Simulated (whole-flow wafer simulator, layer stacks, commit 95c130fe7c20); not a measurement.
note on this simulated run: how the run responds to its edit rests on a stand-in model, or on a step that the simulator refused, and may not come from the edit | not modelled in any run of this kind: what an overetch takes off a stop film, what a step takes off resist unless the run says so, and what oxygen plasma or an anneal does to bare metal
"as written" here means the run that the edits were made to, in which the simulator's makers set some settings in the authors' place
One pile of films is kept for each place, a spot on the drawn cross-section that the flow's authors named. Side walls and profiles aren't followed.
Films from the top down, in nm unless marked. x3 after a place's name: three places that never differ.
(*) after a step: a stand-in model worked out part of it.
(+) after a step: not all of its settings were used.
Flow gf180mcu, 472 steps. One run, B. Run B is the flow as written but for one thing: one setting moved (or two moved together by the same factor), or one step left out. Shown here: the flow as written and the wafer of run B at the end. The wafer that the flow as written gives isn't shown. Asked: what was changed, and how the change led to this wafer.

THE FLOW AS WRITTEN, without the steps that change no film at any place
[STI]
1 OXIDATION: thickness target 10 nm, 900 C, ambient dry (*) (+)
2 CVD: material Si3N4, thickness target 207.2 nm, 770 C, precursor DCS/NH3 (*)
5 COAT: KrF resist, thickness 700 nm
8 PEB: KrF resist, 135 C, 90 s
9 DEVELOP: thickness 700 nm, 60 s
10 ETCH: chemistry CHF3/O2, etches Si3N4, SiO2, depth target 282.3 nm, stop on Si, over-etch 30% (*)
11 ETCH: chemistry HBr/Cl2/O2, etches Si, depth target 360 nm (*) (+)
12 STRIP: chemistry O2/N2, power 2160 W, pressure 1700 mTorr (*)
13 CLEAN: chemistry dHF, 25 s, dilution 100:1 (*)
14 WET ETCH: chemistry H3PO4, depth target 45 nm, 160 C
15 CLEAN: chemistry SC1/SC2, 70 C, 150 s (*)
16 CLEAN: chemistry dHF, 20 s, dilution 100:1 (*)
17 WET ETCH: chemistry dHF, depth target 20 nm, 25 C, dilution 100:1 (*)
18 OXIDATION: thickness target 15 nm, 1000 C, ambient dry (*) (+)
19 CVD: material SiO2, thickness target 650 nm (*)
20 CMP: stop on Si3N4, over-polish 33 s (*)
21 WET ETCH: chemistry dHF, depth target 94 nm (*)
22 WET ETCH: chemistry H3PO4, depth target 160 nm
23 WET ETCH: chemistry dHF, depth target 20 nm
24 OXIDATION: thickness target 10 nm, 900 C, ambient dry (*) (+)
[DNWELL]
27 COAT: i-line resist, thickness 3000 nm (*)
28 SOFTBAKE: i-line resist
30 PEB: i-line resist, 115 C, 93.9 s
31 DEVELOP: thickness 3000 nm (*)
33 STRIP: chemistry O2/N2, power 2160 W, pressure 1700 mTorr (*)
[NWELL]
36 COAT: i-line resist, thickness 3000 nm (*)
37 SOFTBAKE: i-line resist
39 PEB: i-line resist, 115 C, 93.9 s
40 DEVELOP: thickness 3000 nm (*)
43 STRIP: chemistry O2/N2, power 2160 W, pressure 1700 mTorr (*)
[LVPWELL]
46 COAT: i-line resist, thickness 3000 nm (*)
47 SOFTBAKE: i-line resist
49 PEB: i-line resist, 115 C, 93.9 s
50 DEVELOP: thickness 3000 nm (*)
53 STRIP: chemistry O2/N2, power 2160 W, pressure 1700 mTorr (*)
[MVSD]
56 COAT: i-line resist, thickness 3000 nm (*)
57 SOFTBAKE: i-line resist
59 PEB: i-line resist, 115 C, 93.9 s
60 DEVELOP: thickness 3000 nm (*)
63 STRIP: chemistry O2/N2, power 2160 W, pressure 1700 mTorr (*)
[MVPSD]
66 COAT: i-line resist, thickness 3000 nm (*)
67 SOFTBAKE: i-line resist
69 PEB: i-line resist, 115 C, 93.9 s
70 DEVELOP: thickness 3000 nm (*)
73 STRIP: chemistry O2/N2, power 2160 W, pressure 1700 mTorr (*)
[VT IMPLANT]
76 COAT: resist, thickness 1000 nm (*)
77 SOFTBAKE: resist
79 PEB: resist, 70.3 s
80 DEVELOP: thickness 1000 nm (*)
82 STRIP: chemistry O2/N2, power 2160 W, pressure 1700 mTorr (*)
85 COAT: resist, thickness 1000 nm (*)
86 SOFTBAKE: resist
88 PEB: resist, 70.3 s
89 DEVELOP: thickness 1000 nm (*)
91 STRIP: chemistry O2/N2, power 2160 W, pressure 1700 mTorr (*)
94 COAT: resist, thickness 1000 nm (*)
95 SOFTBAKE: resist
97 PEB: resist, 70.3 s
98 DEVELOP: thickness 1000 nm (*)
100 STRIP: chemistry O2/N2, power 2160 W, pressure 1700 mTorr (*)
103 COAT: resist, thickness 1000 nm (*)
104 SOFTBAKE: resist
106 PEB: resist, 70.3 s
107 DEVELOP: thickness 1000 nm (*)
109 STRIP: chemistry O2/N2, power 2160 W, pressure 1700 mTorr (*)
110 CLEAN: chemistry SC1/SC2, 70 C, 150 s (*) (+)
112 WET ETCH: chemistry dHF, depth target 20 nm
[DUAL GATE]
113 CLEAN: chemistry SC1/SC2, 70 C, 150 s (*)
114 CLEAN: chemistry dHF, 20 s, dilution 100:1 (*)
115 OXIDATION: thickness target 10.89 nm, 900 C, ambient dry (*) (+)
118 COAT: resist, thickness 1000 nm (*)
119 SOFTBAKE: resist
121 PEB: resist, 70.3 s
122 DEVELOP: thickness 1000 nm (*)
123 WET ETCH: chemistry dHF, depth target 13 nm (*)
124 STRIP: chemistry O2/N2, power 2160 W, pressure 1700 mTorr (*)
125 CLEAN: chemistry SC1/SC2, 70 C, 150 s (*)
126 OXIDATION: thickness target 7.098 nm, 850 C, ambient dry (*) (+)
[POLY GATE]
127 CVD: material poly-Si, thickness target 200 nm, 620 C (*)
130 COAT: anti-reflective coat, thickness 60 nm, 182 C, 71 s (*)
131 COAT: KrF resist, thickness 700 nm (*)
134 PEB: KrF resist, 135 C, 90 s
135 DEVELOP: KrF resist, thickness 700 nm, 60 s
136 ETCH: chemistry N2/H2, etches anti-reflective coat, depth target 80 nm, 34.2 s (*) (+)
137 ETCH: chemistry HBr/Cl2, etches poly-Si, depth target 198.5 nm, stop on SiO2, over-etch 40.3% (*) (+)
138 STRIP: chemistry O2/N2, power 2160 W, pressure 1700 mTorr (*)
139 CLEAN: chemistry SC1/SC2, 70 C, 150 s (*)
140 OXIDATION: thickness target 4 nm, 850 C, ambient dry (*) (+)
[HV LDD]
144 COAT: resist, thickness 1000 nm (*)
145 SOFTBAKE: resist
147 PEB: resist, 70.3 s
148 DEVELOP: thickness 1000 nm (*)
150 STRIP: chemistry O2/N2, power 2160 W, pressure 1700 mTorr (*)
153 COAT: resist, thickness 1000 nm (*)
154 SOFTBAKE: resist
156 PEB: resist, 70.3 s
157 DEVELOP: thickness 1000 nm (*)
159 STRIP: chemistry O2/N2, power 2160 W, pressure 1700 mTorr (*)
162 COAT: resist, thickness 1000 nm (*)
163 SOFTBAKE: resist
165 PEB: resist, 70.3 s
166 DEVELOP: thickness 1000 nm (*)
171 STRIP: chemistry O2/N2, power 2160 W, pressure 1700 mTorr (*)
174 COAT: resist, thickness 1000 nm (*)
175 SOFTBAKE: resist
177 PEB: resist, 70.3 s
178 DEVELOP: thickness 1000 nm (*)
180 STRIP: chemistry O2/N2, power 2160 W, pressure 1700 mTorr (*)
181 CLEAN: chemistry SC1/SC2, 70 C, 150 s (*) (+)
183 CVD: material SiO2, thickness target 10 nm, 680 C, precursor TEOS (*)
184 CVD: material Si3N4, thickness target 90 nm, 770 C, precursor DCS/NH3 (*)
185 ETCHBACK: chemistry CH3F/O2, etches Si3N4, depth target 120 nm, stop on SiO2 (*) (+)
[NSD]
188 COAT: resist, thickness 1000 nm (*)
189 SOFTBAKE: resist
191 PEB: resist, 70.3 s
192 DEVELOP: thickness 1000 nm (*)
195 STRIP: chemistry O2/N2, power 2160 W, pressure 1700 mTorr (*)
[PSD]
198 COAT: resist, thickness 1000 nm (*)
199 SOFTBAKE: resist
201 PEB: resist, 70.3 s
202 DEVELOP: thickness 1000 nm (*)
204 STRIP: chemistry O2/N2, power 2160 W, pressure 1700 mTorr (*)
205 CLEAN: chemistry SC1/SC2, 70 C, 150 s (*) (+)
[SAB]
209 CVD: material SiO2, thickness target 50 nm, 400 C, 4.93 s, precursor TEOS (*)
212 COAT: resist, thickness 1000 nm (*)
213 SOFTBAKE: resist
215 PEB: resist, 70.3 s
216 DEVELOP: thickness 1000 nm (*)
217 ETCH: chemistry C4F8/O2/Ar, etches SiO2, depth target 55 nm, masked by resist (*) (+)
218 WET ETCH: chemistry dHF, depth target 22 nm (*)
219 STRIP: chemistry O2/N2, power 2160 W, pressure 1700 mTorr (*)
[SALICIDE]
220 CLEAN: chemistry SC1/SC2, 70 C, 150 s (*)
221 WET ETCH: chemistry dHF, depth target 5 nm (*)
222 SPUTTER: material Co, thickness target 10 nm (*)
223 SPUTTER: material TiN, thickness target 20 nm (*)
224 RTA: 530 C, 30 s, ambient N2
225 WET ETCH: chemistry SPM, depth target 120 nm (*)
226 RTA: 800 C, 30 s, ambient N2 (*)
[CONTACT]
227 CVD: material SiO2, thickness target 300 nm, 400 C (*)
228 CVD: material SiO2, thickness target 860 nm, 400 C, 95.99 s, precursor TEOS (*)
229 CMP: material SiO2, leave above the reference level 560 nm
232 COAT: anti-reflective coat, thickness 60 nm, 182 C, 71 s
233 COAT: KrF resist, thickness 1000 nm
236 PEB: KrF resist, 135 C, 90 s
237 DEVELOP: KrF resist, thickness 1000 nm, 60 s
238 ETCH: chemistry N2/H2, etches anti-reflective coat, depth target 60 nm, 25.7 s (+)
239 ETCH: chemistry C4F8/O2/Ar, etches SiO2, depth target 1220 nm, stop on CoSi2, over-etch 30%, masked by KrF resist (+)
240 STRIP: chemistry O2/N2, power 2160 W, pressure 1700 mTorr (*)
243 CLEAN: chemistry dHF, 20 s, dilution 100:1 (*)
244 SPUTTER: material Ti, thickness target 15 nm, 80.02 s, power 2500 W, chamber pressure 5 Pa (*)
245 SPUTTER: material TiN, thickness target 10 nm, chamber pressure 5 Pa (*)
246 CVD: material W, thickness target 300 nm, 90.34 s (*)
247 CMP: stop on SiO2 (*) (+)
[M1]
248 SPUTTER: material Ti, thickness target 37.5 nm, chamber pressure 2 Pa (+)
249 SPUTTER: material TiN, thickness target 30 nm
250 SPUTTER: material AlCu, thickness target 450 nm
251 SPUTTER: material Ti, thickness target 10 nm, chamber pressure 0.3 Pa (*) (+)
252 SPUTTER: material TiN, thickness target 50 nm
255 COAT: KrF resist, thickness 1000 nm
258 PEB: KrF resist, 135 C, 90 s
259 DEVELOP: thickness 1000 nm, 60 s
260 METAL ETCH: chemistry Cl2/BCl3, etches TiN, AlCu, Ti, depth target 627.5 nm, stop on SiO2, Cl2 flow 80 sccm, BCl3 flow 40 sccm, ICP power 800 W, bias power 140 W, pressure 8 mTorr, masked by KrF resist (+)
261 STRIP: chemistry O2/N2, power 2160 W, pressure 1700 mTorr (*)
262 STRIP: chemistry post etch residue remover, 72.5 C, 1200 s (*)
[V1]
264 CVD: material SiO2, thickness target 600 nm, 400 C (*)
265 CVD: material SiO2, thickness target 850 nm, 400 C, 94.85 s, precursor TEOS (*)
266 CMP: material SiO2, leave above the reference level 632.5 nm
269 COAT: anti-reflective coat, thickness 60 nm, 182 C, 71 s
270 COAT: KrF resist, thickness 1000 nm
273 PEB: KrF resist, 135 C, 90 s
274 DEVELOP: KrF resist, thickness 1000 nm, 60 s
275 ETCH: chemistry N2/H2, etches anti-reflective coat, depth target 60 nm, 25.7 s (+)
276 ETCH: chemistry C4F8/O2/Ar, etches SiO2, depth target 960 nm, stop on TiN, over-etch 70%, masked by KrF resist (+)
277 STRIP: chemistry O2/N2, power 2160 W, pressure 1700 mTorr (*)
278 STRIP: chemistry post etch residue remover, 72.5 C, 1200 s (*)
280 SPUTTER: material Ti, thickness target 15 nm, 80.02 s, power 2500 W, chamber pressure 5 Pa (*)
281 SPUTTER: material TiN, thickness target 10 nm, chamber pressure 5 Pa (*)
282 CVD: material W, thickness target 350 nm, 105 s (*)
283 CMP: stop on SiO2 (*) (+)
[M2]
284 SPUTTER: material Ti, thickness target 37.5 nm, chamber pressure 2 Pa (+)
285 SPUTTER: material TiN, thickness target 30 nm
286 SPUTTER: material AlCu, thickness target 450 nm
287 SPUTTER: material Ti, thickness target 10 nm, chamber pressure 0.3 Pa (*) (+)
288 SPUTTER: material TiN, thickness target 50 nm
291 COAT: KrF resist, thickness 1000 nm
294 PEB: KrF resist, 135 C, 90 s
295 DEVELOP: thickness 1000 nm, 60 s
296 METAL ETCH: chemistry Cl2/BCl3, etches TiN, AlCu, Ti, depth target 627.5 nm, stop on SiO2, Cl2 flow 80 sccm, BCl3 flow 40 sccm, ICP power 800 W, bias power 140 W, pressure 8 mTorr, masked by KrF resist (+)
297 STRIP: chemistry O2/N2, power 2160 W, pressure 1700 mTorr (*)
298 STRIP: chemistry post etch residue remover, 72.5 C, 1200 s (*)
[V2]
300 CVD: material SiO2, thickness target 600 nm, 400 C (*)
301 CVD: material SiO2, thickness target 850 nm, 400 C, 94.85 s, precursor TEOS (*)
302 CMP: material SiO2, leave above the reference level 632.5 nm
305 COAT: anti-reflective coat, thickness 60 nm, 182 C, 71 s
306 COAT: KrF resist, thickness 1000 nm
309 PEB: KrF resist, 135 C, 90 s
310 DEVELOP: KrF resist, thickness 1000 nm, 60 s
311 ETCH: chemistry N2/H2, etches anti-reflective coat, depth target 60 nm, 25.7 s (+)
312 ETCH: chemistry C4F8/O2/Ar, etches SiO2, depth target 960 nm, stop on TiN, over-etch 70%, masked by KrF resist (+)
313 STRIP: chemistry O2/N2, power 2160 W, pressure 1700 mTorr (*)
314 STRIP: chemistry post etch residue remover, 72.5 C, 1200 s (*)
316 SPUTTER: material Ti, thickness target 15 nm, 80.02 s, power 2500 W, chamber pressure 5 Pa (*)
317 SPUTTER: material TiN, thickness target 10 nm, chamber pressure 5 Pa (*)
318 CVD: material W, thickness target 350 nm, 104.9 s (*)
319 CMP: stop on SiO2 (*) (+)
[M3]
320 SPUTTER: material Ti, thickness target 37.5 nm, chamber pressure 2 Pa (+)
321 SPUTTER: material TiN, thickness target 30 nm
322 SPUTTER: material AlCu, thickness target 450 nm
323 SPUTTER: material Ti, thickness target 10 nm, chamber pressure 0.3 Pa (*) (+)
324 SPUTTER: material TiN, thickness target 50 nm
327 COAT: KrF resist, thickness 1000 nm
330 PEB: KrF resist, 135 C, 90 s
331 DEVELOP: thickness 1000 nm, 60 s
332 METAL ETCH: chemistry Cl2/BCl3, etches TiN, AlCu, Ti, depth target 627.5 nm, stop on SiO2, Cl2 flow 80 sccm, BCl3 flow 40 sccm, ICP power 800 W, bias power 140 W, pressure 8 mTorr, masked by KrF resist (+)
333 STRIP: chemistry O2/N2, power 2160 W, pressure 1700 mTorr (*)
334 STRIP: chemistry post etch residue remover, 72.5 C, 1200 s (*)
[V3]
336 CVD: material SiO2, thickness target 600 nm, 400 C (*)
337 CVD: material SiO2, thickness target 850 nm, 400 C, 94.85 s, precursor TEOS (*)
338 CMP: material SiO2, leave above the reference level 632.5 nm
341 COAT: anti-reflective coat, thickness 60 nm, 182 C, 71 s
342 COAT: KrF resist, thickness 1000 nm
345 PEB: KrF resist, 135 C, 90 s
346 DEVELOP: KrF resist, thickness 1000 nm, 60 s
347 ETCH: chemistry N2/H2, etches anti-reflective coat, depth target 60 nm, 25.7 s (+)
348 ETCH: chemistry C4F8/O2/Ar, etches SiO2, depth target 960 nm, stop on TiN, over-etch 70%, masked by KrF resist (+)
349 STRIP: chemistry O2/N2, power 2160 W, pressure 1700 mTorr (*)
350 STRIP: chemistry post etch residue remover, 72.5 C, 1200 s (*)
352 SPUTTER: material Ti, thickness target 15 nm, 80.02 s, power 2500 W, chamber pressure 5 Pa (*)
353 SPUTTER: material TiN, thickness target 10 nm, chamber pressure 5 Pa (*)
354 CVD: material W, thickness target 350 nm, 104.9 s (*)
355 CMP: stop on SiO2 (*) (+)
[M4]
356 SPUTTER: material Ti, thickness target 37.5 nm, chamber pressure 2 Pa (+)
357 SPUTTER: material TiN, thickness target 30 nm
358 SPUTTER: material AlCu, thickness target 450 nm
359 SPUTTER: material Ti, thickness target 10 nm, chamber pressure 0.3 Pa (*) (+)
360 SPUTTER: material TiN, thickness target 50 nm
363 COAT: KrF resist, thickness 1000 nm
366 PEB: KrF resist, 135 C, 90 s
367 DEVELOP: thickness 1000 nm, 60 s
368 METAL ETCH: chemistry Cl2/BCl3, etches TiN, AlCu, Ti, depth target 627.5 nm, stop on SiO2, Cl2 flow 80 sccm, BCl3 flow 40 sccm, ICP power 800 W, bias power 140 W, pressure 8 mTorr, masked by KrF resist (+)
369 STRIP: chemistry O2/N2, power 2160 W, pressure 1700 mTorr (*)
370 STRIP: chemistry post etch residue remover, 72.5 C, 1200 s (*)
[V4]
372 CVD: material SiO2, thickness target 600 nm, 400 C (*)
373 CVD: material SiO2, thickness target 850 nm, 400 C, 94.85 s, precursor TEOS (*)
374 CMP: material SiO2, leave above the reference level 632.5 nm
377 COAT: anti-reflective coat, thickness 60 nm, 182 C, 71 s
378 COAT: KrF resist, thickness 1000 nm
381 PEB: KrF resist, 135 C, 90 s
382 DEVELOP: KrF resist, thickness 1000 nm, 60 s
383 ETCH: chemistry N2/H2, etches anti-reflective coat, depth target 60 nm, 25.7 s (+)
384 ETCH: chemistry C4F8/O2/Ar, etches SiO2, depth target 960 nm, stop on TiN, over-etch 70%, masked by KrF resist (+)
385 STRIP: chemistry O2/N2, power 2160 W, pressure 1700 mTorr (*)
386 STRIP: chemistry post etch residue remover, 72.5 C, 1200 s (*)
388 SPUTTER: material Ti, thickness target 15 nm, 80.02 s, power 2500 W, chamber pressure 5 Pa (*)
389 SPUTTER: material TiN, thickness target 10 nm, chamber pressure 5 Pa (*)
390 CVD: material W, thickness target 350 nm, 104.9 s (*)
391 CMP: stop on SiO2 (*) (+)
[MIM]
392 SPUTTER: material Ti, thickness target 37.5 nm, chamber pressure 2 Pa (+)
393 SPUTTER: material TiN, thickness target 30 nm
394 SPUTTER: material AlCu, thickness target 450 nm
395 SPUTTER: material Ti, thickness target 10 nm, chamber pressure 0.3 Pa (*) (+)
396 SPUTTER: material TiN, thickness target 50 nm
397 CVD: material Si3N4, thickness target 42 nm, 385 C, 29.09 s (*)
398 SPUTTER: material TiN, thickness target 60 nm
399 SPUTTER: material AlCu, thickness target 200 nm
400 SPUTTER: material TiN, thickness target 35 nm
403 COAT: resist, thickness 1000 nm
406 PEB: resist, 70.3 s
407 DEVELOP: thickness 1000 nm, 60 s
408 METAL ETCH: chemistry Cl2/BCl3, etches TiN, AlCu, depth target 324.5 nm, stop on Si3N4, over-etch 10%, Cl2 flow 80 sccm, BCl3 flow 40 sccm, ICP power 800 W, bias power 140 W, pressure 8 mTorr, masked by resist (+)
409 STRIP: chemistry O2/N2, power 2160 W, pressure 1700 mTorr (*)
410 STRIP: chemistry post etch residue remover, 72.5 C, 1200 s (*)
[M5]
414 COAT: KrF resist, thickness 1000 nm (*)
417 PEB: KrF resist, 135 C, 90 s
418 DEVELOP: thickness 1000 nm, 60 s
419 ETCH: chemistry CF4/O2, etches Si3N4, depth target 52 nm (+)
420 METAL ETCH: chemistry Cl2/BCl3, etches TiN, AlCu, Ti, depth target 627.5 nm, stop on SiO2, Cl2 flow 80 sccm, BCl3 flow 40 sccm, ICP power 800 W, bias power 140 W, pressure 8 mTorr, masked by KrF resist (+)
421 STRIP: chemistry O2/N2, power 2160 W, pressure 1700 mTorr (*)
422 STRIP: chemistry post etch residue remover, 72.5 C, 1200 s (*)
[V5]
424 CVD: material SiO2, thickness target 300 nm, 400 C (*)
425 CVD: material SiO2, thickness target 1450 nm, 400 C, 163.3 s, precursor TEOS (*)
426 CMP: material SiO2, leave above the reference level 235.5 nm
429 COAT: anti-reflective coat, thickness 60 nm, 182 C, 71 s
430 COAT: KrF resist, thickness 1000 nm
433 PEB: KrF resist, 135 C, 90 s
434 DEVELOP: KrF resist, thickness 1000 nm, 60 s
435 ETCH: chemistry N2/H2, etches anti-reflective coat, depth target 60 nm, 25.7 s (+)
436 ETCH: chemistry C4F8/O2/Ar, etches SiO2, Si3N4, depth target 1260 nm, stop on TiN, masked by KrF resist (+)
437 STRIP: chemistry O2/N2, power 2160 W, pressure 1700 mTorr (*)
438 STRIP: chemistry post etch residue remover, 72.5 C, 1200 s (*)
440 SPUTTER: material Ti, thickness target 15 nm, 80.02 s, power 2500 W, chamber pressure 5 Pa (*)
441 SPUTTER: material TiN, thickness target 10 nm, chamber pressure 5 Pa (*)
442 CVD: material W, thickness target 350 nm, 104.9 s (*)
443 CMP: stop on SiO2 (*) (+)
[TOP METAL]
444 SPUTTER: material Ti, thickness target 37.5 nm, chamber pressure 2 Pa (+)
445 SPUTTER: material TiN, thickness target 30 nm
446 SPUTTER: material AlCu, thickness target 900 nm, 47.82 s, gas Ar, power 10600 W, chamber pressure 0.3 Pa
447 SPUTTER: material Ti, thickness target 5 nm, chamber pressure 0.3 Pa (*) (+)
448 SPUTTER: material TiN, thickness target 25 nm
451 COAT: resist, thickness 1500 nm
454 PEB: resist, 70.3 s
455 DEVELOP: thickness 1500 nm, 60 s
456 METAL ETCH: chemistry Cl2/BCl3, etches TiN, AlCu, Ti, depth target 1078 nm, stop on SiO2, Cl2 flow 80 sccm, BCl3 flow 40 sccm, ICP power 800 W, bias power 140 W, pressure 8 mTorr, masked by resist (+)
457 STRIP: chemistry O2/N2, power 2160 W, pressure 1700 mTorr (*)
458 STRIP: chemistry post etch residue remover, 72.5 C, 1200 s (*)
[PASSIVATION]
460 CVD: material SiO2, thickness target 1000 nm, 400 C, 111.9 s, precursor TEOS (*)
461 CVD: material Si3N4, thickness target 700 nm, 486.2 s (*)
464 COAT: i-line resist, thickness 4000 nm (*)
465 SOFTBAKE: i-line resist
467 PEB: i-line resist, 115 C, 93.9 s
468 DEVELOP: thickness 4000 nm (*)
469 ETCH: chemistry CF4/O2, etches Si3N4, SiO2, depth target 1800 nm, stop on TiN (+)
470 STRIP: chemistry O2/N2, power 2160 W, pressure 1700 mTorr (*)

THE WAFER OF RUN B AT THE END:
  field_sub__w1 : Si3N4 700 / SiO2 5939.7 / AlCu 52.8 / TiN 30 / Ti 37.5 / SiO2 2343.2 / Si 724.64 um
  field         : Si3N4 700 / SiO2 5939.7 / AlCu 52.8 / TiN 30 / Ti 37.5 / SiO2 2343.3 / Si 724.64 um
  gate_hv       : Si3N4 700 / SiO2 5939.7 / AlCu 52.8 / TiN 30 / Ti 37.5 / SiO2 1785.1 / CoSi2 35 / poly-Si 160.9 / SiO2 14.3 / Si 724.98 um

The cause: step 286, SPUTTER: thickness target 626 nm was run, where the flow has thickness target 450 nm.

How the change led to this, step by step:
  286 SPUTTER: material AlCu, thickness target 450 nm
      field, field__w1, field__w2 and 108 more: AlCu +626 (new film) (as written it would be: AlCu +450 (new film))
  296 METAL ETCH: chemistry Cl2/BCl3, etches TiN, AlCu, Ti, depth target 627.5 nm, stop on SiO2, Cl2 flow 80 sccm, BCl3 flow 40 sccm, ICP power 800 W, bias power 140 W, pressure 8 mTorr, masked by KrF resist (+)
      field, field__w1, field__w2 and 103 more: TiN -50 (all of it), Ti -10 (all of it), AlCu -567.5 (as written it would be: TiN -50 (all of it), Ti -10 (all of it), AlCu -450 (all of it), TiN -30 (all of it), Ti -37.5 (all of it))
  298 STRIP: chemistry post etch residue remover, 72.5 C, 1200 s (*)
      field, field__w1, field__w2 and 103 more: AlCu -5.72 (as written it would be: nothing)
  300 CVD: material SiO2, thickness target 600 nm, 400 C (*)
      field, field__w1, field__w2 and 103 more: SiO2 +600 (new film) (as written it would be: SiO2 +600)
  302 CMP: material SiO2, leave above the reference level 632.5 nm
      field, field__w1, field__w2 and 103 more: SiO2 -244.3 (as written it would be: SiO2 -300)
Counting metal films that touch as one body, field_sub__w1 has 1 body; the flow as written gives 0 bodies.
Counting metal films that touch as one body, field has 1 body; the flow as written gives 0 bodies.
Counting metal films that touch as one body, gate_hv has 2 bodies (between them, from the top down: SiO2 1785.1); the flow as written gives 1 body.
